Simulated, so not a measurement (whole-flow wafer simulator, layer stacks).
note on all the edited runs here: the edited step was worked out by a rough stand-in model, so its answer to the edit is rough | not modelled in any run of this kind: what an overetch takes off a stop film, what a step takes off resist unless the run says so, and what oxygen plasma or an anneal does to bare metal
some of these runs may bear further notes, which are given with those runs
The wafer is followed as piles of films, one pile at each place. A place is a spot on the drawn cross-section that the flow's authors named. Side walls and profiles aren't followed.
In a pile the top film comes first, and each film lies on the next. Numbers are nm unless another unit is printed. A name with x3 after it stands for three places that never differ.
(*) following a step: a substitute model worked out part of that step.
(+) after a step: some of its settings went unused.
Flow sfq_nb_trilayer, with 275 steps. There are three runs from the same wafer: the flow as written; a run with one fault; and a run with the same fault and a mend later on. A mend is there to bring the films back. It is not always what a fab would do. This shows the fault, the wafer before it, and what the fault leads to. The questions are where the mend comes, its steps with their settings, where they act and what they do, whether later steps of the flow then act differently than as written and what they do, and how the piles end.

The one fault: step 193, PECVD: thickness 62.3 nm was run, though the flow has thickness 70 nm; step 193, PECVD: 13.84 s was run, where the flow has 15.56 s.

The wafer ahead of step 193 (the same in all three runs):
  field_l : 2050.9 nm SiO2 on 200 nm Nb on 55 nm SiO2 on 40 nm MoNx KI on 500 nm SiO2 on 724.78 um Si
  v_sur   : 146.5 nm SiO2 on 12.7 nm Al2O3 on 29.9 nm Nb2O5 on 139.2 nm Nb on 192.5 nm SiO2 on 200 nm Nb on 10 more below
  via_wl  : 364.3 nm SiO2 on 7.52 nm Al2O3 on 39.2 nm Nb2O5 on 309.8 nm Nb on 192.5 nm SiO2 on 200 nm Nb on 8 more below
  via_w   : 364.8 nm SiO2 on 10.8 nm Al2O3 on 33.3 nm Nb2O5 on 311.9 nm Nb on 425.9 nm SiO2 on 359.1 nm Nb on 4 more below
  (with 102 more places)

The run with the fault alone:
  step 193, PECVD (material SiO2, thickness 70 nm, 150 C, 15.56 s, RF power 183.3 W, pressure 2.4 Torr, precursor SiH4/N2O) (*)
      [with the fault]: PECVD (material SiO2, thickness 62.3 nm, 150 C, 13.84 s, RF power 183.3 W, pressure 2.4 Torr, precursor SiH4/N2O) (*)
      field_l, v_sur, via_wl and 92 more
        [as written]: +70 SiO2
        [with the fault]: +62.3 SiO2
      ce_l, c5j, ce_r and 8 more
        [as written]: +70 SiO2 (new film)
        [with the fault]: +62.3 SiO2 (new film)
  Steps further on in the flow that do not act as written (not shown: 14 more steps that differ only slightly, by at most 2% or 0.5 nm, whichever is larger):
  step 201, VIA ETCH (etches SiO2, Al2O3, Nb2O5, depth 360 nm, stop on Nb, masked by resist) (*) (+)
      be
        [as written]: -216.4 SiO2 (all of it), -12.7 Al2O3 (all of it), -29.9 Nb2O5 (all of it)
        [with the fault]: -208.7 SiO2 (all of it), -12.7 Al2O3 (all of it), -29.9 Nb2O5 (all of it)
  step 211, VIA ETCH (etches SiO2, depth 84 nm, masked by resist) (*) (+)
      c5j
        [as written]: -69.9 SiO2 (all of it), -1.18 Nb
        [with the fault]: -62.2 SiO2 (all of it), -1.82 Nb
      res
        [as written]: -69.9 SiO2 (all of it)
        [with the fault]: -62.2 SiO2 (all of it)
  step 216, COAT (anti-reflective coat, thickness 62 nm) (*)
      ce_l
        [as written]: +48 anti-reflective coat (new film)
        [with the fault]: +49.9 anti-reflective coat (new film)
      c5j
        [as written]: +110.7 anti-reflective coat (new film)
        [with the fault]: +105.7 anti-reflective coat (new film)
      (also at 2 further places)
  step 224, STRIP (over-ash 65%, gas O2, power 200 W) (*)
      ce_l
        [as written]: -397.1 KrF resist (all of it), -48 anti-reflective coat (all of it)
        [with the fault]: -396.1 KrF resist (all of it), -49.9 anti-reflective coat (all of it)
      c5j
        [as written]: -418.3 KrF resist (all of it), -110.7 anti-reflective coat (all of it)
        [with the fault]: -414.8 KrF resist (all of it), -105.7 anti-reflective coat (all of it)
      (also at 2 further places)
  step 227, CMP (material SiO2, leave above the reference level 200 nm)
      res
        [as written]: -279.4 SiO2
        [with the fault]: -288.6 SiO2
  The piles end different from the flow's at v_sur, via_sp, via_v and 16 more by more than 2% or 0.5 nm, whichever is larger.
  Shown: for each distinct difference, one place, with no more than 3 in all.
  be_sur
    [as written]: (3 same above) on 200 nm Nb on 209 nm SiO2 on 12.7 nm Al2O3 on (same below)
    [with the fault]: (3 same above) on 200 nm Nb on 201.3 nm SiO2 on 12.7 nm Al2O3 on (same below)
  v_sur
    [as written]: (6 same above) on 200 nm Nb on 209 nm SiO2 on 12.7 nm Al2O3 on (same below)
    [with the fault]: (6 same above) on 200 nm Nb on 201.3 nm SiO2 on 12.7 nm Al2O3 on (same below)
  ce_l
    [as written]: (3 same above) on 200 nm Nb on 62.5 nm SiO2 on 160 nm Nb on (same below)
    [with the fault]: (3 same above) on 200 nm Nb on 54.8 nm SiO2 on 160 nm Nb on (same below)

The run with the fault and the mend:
  After step 199 comes the mend.
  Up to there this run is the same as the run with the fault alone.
  step 199a, STRIP (over-ash 65%, gas O2, power 200 W) (*)
      p4_fl x3, p4_w1 x9, p4_g1 x2 and 33 more
        -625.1 KrF resist (all of it), -62 anti-reflective coat (all of it)
      wl_b_m5, wl_b_sr, wl_c_sl and 12 more
        -625 KrF resist (all of it), -62 anti-reflective coat (all of it)
      field_l, v_sur, via_wl, via_w
        -625.7 KrF resist (all of it), -62.2 anti-reflective coat (all of it)
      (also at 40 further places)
  step 199b, PECVD (material SiO2, thickness 7.7 nm, 150 C, 1.711 s, RF power 183.3 W, pressure 2.4 Torr, precursor SiH4/N2O) (the flow's step 193, run once more with other settings)
      field_l, v_sur, via_wl and 103 more
        +7.7 SiO2
  step 199c, COAT (anti-reflective coat, thickness 62 nm) (*) (the flow's step 194, run once more)
      p4_fl x3, p4_w1 x9, p4_g1 x2 and 50 more
        +62 anti-reflective coat (new film)
      via_wr, via_sp, via_v, wire, lsp_r, l0_sur, l0v
        +62.3 anti-reflective coat (new film)
      be, be_sur, gap, lsp_m, ln_m6
        +62.4 anti-reflective coat (new film)
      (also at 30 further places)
  step 199d, COAT (KrF resist, thickness 650 nm) (*) (the flow's step 195, run once more)
      p4_fl x3, p4_w1 x9, p4_g1 x2 and 33 more
        +650 KrF resist (new film)
      wl_b_m5, wl_b_sr, wl_c_sl and 12 more
        +649.9 KrF resist (new film)
      v_sur, via_wl, via_w
        +650.6 KrF resist (new film)
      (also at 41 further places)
  step 199e, SOFTBAKE (KrF resist) (the flow's step 196, run once more)
      alters no film at any place that is followed
  step 199f, EXPOSE (photomask I5, dose 12.41 mJ/cm2, NA 0.6, wavelength 248 nm) (*) (the flow's step 197, run once more)
      alters no film at any place that is followed
  step 199g, PEB (KrF resist, 90 s) (the flow's step 198, run once more)
      field_l, v_sur, via_wl and 87 more
        -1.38 KrF resist
      jj_sur, ce_l, sp_r, moat, field_r, wl_jj
        -1.39 KrF resist
      be_r, r_sur, res, r_end
        -1.33 KrF resist
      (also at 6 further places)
  step 199h, DEVELOP (KrF resist, thickness 650 nm, 60 s) (the flow's step 199, run once more)
      field_l, v_sur, via_wl and 102 more
        -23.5 KrF resist
      be
        -649.8 KrF resist (all of it)
  None of the later steps of the flow differs from how it acts as written, at any place that is followed, by more than 2% or 0.5 nm, whichever is larger.
  The piles end only slightly different from the flow's at the places that both follow, by no more than 2% or 0.5 nm, whichever is larger.
